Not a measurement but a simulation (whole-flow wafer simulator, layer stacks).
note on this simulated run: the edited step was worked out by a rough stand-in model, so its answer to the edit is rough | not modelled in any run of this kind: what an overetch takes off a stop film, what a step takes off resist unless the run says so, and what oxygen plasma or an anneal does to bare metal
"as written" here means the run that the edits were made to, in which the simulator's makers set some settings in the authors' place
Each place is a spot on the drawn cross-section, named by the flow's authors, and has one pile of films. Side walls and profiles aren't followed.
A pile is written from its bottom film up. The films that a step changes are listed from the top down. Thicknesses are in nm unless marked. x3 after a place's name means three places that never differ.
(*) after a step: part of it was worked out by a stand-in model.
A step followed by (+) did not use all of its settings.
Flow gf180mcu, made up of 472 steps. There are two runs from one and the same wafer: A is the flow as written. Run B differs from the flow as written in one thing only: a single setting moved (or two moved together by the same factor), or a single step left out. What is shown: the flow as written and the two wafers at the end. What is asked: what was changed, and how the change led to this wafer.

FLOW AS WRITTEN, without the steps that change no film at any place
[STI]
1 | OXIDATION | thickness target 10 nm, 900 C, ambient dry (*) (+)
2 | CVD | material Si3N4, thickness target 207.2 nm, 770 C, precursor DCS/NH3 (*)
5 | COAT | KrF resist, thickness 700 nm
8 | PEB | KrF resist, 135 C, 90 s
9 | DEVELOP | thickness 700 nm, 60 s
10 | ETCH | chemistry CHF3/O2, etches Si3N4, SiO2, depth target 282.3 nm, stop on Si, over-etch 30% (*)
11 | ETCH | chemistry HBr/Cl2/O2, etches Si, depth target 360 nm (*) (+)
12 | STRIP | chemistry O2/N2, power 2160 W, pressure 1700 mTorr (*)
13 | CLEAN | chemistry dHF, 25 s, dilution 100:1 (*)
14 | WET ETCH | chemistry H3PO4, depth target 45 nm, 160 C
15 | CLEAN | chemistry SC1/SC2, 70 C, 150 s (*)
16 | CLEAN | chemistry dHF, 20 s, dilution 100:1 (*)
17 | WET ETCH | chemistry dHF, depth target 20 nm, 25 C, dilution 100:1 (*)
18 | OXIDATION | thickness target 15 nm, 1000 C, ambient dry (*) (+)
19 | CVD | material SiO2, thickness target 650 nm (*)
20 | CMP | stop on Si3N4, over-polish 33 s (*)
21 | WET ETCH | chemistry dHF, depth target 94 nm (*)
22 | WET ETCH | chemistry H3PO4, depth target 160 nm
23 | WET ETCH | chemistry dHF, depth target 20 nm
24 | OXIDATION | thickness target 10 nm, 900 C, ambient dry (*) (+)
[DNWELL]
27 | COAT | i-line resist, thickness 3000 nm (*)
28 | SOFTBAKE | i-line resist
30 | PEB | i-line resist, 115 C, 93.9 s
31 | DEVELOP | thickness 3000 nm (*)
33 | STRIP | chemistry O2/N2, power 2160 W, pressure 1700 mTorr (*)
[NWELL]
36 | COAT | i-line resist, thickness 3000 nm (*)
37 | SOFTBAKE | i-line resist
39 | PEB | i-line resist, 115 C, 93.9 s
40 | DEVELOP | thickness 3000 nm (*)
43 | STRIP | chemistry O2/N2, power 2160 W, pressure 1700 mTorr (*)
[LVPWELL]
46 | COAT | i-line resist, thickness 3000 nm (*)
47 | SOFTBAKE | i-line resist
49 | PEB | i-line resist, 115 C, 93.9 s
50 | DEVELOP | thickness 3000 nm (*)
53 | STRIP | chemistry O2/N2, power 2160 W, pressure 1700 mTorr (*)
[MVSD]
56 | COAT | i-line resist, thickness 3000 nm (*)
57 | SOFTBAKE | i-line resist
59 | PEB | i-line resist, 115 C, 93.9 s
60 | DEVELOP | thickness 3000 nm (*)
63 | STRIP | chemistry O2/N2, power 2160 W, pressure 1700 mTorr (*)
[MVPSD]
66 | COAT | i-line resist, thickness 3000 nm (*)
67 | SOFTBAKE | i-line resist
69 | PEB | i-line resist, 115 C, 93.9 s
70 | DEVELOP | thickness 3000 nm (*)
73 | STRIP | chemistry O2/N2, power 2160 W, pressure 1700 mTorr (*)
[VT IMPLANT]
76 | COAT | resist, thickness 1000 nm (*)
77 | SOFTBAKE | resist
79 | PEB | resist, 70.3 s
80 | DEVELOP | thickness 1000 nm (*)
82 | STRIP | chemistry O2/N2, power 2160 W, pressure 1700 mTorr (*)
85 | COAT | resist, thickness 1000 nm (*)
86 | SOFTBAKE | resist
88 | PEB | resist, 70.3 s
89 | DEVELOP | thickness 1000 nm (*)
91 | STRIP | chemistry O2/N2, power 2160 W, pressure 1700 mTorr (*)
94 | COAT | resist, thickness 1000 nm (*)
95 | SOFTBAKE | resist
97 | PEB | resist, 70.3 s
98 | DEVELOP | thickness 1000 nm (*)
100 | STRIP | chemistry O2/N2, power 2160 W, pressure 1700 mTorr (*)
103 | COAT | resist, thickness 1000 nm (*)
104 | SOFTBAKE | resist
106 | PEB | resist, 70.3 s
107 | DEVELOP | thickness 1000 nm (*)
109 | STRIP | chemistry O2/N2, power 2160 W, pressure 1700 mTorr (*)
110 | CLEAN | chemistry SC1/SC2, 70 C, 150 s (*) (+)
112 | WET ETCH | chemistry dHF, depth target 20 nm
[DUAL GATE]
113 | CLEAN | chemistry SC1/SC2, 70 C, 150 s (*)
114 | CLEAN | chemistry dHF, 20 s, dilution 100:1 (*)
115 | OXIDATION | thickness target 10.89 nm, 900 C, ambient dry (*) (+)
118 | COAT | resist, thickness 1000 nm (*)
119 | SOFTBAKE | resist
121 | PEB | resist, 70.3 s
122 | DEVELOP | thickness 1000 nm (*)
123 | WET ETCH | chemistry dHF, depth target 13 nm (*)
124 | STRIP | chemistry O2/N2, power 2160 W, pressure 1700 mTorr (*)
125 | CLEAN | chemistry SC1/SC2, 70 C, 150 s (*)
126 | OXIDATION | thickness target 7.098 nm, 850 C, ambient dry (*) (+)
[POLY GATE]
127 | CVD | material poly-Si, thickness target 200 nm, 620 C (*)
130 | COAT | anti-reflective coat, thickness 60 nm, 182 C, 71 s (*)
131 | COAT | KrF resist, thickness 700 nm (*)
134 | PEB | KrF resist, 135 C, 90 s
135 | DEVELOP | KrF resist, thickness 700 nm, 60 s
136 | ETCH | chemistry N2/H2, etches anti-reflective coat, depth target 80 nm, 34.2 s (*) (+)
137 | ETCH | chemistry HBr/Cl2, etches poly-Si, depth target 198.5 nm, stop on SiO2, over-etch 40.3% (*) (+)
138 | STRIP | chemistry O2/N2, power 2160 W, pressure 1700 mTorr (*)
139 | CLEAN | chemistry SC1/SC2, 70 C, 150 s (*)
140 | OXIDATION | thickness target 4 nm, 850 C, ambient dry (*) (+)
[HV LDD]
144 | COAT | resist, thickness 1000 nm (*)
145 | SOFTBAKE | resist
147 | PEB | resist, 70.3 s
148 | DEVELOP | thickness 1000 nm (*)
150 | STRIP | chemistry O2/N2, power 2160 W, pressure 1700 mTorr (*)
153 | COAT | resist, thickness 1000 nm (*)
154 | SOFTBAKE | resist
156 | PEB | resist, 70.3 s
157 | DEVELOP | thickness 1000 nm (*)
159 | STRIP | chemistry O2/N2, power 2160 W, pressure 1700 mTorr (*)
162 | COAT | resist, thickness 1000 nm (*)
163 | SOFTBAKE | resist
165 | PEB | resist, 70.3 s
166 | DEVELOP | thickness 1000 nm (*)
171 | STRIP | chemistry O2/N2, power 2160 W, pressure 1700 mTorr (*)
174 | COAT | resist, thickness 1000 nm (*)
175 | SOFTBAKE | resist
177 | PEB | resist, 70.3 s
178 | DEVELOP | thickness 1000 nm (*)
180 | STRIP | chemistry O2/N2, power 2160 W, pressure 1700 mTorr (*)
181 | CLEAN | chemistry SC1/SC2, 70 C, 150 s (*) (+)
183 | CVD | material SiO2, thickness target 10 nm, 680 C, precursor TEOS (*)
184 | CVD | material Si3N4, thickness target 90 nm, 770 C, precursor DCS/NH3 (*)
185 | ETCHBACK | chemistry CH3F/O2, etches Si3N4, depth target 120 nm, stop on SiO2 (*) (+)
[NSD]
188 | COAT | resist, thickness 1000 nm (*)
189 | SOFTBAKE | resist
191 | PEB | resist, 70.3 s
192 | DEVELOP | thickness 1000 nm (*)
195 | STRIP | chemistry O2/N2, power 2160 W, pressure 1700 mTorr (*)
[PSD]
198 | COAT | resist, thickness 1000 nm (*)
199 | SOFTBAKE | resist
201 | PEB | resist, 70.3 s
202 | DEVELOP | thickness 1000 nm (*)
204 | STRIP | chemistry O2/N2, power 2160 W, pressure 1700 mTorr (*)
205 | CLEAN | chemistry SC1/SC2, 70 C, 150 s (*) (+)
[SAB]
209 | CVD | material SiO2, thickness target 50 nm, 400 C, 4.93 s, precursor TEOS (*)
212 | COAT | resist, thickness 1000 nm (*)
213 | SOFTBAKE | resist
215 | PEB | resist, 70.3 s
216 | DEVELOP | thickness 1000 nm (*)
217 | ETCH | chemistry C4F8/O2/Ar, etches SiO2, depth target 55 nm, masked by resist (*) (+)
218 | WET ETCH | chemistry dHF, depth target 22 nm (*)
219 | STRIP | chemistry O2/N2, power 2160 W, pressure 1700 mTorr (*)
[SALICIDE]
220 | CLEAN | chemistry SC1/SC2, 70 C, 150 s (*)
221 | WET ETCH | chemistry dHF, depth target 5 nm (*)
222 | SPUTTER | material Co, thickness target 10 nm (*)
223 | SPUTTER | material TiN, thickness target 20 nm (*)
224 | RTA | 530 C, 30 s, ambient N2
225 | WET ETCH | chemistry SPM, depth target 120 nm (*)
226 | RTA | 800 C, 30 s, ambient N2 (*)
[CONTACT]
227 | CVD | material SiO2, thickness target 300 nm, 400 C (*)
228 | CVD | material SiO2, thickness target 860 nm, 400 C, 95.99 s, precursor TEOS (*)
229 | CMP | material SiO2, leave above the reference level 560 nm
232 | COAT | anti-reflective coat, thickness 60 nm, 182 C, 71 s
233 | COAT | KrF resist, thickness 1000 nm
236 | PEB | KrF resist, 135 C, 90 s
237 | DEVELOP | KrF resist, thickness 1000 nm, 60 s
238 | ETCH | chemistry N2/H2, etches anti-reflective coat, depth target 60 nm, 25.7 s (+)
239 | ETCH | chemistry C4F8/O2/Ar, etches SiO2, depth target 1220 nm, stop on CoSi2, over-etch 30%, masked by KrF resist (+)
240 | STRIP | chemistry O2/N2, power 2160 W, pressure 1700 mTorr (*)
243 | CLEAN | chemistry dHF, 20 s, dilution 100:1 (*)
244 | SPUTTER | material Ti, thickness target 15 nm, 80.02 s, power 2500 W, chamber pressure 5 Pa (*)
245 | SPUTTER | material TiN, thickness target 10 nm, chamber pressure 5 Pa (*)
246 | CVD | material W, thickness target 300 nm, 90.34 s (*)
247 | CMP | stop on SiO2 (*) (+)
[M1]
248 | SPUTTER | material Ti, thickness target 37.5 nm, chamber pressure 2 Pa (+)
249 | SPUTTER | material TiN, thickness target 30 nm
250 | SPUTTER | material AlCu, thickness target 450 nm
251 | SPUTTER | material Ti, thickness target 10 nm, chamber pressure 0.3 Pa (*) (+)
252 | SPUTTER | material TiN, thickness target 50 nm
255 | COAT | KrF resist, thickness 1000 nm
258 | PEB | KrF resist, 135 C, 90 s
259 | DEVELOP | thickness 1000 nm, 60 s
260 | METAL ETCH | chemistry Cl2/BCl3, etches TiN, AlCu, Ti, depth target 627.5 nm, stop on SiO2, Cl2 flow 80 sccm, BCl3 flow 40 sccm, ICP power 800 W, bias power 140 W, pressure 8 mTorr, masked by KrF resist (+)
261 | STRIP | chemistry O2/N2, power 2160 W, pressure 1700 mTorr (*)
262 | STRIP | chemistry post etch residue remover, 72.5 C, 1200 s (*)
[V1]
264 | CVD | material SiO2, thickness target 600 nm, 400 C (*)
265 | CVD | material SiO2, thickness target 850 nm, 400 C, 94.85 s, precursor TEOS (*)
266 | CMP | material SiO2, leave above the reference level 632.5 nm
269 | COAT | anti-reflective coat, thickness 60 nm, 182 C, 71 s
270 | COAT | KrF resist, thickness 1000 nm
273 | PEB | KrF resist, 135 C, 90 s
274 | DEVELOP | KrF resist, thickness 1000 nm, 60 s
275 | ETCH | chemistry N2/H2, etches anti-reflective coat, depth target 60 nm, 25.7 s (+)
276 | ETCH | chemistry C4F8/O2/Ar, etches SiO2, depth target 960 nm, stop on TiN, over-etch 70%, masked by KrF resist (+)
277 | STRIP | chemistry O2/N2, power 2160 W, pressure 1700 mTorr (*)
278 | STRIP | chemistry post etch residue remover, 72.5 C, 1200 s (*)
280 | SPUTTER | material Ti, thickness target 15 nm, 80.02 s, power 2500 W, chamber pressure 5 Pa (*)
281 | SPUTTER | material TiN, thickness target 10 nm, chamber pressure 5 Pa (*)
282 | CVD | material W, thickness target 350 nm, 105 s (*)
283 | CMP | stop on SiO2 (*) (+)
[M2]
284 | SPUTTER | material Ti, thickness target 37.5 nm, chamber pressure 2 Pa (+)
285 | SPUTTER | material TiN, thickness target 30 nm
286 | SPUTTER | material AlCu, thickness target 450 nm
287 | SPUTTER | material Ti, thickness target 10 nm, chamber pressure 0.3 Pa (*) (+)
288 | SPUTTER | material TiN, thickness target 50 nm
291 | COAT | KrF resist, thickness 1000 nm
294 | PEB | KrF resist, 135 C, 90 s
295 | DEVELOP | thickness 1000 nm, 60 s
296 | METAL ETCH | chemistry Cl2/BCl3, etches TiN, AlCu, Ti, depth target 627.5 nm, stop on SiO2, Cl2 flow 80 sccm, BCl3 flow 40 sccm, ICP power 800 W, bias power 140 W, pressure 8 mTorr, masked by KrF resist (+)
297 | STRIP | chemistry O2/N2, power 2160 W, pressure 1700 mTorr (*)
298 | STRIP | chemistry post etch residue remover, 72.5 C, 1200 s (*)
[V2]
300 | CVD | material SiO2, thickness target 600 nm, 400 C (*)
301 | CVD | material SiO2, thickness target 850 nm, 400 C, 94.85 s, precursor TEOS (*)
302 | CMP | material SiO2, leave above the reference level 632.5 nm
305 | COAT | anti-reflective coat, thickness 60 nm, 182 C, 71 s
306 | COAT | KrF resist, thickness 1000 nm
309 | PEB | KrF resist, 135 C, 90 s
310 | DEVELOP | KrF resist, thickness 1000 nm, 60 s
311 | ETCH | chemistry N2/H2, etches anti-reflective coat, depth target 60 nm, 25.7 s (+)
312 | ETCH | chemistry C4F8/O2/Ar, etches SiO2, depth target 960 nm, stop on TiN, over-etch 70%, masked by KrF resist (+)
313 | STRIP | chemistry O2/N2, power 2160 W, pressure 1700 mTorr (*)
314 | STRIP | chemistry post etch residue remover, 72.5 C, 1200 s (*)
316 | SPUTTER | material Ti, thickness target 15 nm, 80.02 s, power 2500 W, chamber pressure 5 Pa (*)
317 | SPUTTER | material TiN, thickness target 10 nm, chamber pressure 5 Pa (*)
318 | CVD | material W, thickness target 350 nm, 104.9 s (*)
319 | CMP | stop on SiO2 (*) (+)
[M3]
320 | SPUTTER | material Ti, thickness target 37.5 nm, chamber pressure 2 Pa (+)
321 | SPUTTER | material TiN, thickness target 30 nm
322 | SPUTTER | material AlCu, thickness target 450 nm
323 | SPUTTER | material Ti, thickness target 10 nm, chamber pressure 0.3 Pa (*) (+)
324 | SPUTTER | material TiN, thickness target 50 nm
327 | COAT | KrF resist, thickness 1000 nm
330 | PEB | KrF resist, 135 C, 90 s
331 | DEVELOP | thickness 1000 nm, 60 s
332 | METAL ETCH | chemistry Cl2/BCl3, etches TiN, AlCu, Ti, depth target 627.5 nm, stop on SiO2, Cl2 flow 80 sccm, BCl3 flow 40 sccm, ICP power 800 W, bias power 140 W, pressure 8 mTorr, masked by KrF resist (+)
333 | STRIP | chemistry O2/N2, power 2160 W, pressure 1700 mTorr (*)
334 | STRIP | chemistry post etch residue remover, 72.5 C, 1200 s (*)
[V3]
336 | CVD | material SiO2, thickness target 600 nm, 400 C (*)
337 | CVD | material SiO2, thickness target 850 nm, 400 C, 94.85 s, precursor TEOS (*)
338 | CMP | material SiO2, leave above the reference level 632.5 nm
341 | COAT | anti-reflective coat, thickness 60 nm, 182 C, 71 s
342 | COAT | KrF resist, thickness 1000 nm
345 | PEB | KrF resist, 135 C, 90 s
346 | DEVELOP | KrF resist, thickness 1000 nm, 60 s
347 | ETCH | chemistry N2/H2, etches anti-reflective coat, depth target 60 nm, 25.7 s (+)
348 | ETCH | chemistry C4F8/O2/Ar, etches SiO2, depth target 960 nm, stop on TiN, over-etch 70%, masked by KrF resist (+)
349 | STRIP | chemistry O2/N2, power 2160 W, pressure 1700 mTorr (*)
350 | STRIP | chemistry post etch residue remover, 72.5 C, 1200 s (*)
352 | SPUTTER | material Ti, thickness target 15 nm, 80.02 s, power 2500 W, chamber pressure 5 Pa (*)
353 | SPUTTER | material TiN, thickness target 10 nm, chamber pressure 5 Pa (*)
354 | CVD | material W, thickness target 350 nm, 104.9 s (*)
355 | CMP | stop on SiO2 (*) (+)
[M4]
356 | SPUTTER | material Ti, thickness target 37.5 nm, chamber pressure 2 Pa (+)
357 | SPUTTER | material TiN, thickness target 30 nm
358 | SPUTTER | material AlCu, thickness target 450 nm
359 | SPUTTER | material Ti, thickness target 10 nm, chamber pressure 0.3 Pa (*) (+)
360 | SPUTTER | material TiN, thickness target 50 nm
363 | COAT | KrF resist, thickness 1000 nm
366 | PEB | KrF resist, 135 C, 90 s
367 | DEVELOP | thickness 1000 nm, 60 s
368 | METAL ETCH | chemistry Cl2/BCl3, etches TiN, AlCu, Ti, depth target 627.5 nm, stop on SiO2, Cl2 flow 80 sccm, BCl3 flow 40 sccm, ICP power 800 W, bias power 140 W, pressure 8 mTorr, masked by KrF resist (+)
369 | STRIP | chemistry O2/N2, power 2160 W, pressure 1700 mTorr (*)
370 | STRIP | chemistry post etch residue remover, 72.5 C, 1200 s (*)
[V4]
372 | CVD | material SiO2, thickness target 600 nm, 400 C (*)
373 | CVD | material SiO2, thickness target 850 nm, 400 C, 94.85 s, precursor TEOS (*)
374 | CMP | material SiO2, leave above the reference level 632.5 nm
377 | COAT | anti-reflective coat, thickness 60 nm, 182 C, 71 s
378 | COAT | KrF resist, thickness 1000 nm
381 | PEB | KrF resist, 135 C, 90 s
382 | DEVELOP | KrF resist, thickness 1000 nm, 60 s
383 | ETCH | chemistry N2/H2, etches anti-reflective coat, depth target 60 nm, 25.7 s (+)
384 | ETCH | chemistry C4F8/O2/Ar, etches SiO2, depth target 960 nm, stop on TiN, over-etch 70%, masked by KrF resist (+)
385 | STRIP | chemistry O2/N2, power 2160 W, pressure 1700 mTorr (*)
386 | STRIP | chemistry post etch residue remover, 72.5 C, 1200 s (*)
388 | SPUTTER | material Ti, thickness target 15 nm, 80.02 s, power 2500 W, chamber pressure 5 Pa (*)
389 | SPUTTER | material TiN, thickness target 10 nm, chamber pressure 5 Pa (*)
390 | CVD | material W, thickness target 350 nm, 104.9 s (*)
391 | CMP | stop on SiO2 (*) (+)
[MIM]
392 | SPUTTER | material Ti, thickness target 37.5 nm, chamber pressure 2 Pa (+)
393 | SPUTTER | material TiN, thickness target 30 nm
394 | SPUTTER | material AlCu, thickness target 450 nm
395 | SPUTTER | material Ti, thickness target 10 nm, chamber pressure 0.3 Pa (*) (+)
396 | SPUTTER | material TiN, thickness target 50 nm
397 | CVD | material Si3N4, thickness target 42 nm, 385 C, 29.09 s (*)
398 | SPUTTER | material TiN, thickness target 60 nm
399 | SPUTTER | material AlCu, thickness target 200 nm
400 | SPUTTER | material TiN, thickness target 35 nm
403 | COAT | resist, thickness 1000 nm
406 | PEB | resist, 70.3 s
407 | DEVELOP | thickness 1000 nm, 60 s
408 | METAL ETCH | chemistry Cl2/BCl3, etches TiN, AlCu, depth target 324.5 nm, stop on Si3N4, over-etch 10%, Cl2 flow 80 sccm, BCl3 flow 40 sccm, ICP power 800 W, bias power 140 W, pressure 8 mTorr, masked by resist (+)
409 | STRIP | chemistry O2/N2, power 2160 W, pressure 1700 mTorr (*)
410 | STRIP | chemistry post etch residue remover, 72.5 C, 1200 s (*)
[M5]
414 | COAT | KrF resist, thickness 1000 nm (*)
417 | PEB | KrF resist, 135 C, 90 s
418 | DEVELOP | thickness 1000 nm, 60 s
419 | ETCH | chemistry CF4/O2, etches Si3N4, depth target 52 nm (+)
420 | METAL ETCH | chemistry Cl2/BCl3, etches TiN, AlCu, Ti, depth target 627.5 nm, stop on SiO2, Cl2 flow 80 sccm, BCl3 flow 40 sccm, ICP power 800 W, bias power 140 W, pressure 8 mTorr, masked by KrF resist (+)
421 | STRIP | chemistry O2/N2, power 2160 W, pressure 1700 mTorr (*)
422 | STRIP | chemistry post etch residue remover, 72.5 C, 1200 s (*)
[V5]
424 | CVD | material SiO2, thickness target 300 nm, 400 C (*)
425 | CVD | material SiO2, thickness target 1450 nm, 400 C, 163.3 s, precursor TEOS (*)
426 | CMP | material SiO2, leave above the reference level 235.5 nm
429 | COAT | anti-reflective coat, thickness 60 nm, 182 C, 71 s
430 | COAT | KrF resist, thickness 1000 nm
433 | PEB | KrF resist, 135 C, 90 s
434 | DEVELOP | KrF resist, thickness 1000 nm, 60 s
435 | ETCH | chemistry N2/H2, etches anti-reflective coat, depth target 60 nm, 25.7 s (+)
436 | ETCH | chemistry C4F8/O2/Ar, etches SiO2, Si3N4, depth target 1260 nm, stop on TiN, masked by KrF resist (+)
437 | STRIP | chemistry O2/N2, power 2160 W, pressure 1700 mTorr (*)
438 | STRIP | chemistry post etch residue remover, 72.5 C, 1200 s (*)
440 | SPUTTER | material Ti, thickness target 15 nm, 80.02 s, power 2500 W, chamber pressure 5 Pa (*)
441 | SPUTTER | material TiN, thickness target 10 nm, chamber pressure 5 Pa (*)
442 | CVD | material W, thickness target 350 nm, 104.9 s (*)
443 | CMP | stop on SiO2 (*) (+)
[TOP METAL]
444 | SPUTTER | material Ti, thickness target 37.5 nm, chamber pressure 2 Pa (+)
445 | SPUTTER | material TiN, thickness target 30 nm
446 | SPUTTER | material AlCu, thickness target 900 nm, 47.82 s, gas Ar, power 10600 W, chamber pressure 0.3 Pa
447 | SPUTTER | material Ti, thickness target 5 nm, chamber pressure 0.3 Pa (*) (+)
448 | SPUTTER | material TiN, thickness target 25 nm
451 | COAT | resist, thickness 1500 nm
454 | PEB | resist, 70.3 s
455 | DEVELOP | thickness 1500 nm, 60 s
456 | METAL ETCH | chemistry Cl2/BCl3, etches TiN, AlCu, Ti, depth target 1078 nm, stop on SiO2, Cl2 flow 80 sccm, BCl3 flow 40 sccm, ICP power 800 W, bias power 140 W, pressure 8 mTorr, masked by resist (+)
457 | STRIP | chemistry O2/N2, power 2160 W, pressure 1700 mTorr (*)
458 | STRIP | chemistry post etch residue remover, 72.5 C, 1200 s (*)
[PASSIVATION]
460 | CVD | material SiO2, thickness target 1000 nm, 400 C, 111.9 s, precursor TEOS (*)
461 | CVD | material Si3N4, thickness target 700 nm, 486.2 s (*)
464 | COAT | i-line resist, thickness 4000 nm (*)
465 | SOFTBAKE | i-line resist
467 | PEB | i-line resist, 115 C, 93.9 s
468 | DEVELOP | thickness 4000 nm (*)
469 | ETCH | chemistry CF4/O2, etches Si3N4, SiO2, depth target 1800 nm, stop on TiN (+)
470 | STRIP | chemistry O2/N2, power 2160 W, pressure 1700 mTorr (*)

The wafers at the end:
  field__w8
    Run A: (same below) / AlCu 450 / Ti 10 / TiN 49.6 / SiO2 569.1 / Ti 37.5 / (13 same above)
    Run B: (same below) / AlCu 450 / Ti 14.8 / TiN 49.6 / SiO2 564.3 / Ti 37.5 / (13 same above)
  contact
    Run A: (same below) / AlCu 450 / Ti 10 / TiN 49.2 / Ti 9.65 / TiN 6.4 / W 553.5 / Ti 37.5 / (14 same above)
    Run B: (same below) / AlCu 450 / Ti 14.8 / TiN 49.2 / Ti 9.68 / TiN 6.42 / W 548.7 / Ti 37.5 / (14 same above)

What caused this: step 359, SPUTTER: thickness target 14.8 nm was run, while the flow as written has thickness target 10 nm.
The wafer itself shows it: field__w8 has Ti 14.8, and step 359 as written asks for 10 nm.

Step by step, how the change led to this:
  359 | SPUTTER | material Ti, thickness target 10 nm, chamber pressure 0.3 Pa (*) (+)
      field, field__w1, field__w2 and 108 more: A Ti gains 10 (new film) | B Ti gains 14.8 (new film)
  368 | METAL ETCH | chemistry Cl2/BCl3, etches TiN, AlCu, Ti, depth target 627.5 nm, stop on SiO2, Cl2 flow 80 sccm, BCl3 flow 40 sccm, ICP power 800 W, bias power 140 W, pressure 8 mTorr, masked by KrF resist (+)
      field, field__w1, field__w2 and 103 more: A TiN loses 50 (all of it), Ti loses 10 (all of it), AlCu loses 450 (all of it), TiN loses 30 (all of it), Ti loses 37.5 (all of it) | B TiN loses 50 (all of it), Ti loses 14.8 (all of it), AlCu loses 450 (all of it), TiN loses 30 (all of it), Ti loses 37.5 (all of it)
